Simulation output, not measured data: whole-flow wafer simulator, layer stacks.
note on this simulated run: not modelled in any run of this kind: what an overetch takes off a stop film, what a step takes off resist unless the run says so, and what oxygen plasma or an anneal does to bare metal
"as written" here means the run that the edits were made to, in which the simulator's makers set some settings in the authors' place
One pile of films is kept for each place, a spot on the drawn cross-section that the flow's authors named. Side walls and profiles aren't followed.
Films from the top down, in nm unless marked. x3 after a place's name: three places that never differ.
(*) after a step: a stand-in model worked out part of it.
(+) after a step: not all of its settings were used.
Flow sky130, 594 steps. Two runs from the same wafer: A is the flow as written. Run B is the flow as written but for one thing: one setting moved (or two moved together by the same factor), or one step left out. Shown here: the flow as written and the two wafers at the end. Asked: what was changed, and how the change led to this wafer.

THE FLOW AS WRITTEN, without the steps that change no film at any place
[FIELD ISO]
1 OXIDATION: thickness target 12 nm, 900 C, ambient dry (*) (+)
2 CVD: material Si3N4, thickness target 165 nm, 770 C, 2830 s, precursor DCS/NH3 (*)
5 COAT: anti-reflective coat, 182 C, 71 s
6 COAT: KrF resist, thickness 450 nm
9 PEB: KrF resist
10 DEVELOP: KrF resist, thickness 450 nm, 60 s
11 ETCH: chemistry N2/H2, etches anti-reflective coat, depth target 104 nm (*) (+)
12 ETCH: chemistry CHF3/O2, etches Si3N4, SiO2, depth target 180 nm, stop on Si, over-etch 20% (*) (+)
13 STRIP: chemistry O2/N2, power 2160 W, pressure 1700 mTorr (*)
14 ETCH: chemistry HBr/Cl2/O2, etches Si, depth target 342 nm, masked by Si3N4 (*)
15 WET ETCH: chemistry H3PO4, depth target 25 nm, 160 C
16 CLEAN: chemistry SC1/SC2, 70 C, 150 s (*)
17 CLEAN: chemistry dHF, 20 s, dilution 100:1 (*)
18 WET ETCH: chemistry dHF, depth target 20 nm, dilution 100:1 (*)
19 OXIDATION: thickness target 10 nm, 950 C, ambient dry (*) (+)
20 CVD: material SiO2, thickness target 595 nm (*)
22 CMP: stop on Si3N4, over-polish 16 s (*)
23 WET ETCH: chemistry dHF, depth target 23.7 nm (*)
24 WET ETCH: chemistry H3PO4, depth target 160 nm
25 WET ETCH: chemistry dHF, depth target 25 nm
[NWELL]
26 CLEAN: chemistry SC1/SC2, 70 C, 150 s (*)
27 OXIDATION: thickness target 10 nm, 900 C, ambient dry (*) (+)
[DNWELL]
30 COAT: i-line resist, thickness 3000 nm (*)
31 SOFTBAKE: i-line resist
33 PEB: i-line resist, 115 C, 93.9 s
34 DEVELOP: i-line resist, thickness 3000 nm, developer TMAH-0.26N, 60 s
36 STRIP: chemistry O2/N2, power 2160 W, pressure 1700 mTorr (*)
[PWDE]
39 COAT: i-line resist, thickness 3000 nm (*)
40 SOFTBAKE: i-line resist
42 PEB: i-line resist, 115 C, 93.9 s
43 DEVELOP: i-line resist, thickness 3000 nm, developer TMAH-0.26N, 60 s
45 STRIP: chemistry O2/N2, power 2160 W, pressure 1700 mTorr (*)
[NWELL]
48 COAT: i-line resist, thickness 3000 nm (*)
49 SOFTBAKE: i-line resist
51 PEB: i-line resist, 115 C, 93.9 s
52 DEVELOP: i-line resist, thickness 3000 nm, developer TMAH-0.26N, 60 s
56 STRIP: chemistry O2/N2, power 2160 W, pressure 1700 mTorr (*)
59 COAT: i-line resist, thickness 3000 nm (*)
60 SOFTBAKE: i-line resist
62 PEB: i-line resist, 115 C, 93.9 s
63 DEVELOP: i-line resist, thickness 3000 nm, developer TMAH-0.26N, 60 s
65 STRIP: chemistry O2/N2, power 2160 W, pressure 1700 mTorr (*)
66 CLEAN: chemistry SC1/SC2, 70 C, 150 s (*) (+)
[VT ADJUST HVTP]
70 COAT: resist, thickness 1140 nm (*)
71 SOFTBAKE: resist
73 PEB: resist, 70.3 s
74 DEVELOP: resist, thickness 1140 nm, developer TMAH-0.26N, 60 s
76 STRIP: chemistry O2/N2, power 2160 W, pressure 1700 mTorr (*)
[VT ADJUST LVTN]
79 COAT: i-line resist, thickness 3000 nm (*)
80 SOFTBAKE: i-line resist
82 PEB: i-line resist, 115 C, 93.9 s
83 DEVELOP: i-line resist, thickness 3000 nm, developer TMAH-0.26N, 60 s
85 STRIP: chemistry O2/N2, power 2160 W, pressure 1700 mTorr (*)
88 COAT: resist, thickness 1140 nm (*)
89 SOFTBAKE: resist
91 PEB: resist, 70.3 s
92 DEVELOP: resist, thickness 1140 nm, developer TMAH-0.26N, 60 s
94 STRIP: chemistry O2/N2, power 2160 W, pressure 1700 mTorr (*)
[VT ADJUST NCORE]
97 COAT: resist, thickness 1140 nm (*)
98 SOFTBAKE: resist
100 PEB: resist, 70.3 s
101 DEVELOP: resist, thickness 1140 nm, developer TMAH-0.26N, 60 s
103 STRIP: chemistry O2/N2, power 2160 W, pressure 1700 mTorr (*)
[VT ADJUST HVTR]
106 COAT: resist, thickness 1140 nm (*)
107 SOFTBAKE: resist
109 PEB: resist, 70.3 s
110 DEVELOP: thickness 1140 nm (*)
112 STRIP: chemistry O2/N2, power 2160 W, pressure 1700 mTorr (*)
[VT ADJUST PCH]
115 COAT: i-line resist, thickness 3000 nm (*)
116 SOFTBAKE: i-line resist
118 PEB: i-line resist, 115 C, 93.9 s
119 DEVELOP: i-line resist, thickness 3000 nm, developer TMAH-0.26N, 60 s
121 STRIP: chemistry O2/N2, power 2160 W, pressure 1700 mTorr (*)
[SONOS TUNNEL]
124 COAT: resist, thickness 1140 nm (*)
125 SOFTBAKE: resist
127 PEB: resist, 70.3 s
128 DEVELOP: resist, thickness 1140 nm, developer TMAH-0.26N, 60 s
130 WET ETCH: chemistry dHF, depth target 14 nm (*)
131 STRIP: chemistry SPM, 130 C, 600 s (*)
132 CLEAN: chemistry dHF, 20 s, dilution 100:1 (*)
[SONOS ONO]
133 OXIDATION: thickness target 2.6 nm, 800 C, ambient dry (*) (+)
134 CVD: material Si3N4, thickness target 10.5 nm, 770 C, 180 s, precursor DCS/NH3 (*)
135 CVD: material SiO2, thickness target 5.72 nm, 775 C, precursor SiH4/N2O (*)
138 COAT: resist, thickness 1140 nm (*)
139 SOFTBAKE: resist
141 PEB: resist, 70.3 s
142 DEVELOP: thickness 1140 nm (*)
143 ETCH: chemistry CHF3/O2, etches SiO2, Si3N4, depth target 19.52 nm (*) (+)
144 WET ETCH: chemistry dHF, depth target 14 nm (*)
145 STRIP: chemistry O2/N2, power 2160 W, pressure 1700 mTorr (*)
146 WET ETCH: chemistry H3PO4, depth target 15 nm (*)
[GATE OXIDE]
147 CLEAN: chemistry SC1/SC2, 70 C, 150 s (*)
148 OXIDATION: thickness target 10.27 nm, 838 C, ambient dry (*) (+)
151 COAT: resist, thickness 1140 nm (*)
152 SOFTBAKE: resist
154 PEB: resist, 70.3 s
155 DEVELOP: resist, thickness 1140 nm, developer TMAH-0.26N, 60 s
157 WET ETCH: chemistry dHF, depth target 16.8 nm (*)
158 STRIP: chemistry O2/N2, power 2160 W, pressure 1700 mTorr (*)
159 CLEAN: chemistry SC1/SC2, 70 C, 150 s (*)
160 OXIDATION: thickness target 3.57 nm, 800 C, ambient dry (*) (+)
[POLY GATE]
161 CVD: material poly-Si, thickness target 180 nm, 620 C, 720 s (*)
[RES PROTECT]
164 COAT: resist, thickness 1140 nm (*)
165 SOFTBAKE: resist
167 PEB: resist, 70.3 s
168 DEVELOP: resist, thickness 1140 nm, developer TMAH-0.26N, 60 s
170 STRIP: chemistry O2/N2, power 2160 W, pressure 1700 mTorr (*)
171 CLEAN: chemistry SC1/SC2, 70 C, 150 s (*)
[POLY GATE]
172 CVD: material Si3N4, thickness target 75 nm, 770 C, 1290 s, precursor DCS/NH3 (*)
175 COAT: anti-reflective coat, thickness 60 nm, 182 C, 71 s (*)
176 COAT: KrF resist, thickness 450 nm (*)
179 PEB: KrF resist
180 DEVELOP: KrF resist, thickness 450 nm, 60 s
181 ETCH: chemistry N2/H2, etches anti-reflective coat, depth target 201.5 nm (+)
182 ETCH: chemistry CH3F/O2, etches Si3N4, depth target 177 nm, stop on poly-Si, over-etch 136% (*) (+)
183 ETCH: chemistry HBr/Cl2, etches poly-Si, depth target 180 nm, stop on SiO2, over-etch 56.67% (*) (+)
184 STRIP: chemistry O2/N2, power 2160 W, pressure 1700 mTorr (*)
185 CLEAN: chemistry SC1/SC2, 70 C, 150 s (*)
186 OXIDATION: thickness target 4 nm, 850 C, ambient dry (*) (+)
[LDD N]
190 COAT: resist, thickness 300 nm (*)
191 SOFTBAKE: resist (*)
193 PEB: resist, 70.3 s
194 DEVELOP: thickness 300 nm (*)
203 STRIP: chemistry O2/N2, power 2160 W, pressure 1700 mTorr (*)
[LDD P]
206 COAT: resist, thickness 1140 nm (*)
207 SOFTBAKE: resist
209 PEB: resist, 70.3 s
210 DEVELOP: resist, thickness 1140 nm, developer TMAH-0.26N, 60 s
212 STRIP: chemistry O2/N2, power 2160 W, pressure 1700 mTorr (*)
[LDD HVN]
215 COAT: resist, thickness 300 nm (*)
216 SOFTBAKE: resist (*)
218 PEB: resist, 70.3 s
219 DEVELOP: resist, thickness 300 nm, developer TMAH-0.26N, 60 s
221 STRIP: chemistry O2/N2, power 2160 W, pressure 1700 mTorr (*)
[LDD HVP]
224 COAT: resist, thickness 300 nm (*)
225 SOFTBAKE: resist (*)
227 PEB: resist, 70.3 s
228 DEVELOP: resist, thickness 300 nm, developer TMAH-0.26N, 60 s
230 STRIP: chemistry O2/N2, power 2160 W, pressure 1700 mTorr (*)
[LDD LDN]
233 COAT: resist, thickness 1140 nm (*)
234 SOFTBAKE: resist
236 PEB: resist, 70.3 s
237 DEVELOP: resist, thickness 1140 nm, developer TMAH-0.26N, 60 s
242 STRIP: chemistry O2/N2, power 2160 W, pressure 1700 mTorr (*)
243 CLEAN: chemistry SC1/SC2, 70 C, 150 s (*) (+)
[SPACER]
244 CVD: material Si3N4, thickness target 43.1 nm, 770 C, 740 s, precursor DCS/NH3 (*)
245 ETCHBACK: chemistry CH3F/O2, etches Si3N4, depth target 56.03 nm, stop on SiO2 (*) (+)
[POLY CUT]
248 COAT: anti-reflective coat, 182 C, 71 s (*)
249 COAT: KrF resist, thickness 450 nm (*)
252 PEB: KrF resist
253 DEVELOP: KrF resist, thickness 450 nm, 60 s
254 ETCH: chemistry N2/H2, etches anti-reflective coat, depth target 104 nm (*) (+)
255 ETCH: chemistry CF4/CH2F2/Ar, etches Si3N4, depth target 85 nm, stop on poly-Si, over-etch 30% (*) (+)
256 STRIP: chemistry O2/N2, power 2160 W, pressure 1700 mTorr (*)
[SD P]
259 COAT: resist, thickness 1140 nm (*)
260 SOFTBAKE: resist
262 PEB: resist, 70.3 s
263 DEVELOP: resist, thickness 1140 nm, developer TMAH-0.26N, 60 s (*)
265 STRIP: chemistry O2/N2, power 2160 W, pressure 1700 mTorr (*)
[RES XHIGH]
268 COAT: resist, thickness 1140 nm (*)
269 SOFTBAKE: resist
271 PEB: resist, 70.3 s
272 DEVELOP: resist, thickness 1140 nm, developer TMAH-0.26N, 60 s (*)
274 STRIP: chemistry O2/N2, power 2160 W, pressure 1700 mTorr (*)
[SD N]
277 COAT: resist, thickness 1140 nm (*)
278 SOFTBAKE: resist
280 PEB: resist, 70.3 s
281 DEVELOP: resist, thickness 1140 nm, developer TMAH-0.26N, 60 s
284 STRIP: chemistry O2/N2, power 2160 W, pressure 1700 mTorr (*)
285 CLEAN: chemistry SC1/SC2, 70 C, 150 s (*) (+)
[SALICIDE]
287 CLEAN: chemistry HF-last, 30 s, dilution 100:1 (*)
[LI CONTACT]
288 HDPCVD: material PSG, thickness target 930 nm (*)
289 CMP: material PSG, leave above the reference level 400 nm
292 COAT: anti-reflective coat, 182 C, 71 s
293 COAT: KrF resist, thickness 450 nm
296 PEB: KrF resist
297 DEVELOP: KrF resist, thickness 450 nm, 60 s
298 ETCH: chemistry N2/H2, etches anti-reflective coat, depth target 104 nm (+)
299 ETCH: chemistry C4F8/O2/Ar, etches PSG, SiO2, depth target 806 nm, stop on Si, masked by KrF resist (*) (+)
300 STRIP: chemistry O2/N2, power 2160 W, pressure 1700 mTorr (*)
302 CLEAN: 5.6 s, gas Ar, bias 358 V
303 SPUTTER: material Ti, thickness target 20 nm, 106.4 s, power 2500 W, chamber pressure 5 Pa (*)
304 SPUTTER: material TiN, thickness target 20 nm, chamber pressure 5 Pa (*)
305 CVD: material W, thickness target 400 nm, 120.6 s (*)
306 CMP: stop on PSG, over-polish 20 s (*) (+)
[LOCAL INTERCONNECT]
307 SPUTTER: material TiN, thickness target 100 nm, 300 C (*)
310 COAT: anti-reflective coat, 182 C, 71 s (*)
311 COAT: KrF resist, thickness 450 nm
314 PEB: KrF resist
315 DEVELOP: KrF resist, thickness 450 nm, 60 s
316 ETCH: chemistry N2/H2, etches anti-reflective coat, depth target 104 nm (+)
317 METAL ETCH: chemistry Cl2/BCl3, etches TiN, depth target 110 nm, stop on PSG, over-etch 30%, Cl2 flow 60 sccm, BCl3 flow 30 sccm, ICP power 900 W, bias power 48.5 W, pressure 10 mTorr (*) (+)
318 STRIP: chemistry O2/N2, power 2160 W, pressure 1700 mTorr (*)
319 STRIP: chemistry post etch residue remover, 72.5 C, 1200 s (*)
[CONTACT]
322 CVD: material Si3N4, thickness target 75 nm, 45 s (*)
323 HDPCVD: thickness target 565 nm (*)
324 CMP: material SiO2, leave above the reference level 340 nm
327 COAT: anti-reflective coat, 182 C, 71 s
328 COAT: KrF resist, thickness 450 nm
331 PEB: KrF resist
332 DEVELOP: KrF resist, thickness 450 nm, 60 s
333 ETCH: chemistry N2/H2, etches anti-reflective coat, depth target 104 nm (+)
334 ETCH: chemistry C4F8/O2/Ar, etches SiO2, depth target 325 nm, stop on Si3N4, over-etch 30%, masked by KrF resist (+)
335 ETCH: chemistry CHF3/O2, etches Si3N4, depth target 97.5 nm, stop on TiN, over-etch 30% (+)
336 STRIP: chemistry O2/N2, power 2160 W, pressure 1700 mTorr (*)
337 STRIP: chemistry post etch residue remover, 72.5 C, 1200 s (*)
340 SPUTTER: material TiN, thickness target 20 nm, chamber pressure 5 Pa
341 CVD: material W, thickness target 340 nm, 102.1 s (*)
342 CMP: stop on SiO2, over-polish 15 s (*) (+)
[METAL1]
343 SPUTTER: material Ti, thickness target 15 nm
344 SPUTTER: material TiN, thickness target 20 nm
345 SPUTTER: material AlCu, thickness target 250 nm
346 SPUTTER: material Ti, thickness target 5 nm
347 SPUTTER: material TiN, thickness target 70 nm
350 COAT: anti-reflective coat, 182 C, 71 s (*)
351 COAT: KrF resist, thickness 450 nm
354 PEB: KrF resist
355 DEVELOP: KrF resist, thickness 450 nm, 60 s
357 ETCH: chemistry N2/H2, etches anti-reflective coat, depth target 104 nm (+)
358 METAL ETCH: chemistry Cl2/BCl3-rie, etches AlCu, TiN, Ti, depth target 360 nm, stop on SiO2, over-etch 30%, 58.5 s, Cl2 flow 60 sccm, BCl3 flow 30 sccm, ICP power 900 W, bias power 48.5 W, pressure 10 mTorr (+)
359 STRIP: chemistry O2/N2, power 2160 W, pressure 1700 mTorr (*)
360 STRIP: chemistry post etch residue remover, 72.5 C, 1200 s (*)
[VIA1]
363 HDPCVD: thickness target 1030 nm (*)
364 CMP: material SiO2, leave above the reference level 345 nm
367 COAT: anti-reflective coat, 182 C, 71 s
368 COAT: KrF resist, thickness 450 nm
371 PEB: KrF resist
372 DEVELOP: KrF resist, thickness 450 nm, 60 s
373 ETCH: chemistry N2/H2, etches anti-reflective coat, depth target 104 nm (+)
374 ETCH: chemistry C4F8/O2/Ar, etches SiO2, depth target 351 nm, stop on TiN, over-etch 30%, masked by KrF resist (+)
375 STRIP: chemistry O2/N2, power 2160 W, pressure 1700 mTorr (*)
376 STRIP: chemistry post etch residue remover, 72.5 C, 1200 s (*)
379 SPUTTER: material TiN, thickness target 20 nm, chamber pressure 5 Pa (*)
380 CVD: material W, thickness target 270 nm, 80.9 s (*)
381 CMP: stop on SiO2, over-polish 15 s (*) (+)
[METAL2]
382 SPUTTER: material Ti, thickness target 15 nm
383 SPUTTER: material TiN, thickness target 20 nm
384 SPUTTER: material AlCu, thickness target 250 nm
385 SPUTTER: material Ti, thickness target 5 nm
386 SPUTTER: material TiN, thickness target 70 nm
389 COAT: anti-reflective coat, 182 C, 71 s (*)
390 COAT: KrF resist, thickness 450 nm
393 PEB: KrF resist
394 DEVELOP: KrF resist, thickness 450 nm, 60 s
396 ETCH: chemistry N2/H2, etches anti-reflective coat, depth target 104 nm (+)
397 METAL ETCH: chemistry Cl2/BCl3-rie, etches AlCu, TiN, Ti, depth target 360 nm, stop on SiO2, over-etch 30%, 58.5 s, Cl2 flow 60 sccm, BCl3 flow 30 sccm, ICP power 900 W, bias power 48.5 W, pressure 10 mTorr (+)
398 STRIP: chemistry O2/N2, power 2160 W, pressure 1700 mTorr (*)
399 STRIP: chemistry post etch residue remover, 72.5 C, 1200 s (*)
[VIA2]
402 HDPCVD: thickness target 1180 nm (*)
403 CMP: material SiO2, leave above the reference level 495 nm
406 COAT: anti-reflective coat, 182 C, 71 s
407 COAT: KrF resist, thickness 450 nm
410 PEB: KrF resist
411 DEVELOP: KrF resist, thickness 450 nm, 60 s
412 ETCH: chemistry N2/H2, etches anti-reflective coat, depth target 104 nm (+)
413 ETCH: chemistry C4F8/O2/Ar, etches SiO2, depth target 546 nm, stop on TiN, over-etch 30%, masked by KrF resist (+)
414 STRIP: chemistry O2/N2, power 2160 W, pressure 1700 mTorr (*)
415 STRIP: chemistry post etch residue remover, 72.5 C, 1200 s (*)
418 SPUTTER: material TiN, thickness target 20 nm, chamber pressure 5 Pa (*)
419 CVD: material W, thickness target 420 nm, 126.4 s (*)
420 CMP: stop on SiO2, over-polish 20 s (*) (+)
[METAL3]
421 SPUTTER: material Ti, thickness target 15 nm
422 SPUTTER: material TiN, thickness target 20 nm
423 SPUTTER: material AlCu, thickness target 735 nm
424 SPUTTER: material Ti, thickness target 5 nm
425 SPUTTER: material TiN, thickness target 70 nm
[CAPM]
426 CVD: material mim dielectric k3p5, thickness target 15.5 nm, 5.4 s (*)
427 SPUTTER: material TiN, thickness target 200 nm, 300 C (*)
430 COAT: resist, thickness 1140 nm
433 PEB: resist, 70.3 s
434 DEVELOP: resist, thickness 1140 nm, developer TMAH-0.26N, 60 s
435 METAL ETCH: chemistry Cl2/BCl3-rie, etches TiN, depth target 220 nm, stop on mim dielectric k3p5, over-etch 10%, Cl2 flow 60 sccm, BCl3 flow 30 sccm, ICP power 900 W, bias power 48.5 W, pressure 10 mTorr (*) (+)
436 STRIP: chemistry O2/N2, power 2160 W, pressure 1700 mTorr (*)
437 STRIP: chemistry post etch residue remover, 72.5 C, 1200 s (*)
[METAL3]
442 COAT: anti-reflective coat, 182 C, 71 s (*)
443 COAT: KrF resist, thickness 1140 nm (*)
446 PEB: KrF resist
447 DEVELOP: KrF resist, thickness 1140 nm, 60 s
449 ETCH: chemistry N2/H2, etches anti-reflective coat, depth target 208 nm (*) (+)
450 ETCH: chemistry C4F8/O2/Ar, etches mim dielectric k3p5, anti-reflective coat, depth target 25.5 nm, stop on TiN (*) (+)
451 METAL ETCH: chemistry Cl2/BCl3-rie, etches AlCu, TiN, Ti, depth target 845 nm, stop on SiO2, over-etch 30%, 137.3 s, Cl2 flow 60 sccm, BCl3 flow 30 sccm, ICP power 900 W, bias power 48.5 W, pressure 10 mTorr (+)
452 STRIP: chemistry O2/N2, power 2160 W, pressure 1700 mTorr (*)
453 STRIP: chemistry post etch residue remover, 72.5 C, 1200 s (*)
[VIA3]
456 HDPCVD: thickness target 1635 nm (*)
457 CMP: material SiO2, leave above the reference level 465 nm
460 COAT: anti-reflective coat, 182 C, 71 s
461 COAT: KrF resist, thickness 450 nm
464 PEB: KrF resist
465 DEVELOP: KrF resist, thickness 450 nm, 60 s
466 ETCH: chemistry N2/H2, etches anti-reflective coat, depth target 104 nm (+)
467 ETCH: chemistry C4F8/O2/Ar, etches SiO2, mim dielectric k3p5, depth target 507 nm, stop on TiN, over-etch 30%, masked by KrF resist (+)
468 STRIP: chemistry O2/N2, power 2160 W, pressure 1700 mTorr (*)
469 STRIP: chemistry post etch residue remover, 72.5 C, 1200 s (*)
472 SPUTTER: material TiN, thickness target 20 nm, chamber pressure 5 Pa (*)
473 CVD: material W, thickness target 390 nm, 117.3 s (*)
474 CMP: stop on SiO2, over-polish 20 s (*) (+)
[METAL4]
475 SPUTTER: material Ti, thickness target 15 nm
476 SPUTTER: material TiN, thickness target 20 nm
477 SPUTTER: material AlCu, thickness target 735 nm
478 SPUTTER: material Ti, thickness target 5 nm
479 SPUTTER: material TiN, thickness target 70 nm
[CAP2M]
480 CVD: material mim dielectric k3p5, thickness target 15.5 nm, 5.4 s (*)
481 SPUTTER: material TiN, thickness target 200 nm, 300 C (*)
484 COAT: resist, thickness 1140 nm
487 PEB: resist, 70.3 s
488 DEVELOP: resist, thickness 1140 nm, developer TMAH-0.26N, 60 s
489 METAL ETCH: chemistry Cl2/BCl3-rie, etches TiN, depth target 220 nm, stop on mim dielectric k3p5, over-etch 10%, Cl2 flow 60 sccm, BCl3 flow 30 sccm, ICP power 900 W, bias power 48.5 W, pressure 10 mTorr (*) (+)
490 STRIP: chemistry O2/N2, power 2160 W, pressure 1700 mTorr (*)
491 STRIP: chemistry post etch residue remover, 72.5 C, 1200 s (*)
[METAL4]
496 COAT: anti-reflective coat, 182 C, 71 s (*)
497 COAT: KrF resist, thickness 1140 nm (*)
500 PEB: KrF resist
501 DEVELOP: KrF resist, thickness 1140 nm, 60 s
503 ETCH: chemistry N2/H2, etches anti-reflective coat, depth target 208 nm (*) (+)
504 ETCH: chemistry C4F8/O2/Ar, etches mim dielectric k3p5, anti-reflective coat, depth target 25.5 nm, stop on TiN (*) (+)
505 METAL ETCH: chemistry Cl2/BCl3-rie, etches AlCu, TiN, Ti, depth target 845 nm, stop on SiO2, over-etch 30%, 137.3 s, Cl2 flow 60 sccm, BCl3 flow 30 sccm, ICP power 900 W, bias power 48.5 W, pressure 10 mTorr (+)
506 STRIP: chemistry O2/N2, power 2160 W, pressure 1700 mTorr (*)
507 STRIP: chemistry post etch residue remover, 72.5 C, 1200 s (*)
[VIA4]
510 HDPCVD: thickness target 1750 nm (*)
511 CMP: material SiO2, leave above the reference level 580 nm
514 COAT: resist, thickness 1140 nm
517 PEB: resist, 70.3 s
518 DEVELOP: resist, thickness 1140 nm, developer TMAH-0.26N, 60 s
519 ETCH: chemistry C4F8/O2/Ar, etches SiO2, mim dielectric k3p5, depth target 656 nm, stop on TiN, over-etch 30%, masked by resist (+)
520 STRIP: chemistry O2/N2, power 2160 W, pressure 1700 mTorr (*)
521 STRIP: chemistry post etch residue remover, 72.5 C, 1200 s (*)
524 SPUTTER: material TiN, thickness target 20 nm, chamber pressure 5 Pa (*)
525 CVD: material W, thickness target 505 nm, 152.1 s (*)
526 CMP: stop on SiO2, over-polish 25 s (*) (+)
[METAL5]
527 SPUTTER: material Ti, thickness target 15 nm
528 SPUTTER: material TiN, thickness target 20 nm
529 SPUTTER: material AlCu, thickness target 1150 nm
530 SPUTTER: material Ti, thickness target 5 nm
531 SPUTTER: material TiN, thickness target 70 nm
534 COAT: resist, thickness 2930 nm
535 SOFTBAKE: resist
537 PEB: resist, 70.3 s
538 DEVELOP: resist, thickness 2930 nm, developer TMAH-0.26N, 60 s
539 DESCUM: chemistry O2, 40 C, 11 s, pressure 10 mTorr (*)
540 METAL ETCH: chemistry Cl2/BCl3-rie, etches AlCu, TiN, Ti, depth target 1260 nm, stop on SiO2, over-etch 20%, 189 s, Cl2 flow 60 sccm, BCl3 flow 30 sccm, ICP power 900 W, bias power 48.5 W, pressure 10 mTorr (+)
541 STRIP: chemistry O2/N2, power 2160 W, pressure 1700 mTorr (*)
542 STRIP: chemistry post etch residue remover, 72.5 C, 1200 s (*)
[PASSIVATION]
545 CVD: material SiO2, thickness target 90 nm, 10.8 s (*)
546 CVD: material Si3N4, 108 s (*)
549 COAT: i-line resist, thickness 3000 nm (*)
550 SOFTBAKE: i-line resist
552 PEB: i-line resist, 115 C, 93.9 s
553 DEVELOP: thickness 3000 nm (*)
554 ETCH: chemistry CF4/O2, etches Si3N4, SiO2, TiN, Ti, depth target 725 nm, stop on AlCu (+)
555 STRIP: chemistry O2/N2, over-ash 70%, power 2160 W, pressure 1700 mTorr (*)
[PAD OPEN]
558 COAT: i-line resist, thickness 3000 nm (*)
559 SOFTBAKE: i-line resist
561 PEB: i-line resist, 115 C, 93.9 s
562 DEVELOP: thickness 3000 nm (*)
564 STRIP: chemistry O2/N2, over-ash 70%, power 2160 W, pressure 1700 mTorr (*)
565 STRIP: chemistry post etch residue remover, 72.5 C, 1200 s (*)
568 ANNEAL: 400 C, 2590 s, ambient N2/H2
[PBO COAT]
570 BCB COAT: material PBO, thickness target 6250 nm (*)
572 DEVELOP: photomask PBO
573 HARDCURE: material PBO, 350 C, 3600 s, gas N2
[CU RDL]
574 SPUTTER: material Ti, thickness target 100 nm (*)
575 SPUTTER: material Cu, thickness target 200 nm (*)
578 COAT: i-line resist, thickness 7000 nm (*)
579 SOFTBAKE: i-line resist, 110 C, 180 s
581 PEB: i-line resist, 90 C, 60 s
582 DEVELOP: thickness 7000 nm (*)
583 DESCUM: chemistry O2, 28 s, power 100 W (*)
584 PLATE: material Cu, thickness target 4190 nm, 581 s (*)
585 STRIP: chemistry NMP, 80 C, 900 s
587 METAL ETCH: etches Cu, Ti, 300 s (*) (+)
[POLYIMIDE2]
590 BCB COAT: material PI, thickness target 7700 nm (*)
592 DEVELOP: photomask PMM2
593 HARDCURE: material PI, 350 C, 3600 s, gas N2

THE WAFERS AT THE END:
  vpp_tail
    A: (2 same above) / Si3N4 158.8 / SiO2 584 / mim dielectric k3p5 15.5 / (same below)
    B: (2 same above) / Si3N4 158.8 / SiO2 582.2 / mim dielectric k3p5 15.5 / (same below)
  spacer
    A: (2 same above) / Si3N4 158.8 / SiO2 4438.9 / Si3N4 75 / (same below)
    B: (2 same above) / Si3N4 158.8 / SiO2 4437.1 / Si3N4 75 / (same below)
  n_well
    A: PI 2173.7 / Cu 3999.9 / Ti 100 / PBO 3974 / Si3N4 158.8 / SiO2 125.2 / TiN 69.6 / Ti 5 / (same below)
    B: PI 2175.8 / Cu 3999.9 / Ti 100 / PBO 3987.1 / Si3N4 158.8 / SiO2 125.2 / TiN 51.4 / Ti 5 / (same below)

The cause: step 531, SPUTTER: thickness target 51.8 nm was run, where the flow has thickness target 70 nm.

How the change led to this, step by step:
  531 SPUTTER: material TiN, thickness target 70 nm
      field, active, n_well and 190 more: A TiN +70 (new film) | B TiN +51.8 (new film)
  540 METAL ETCH: chemistry Cl2/BCl3-rie, etches AlCu, TiN, Ti, depth target 1260 nm, stop on SiO2, over-etch 20%, 189 s, Cl2 flow 60 sccm, BCl3 flow 30 sccm, ICP power 900 W, bias power 48.5 W, pressure 10 mTorr (+)
      field, active, gate and 175 more: A TiN -70 (all of it), Ti -5 (all of it), AlCu -1150 (all of it), TiN -20 (all of it), Ti -15 (all of it), SiO2 -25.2 | B TiN -51.8 (all of it), Ti -5 (all of it), AlCu -1150 (all of it), TiN -20 (all of it), Ti -15 (all of it), SiO2 -27
  550 SOFTBAKE: i-line resist
      gate: A i-line resist -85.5 | B i-line resist -83.7
      spacer: A i-line resist -97.5 | B i-line resist -95.4
      (and at 12 more places)
  554 ETCH: chemistry CF4/O2, etches Si3N4, SiO2, TiN, Ti, depth target 725 nm, stop on AlCu (+)
      field, active, n_well and 189 more: A i-line resist -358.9 | B i-line resist -340.7
      pad: A Si3N4 -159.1 (all of it), SiO2 -125.2 (all of it), TiN -69.6 (all of it), Ti -5 (all of it) | B Si3N4 -159.1 (all of it), SiO2 -125.2 (all of it), TiN -51.4 (all of it), Ti -5 (all of it)
  555 STRIP: chemistry O2/N2, over-ash 70%, power 2160 W, pressure 1700 mTorr (*)
      n_well, p_well, sd_n, sd_p: A i-line resist -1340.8 (all of it) | B i-line resist -1375 (all of it)
      m1: A i-line resist -1364.1 (all of it) | B i-line resist -1398 (all of it)
      (and at 8 more places)
  559 SOFTBAKE: i-line resist
      gate: A i-line resist -85.5 | B i-line resist -83.7
      m1: A i-line resist -101.5 | B i-line resist -99.4
      (and at 12 more places)
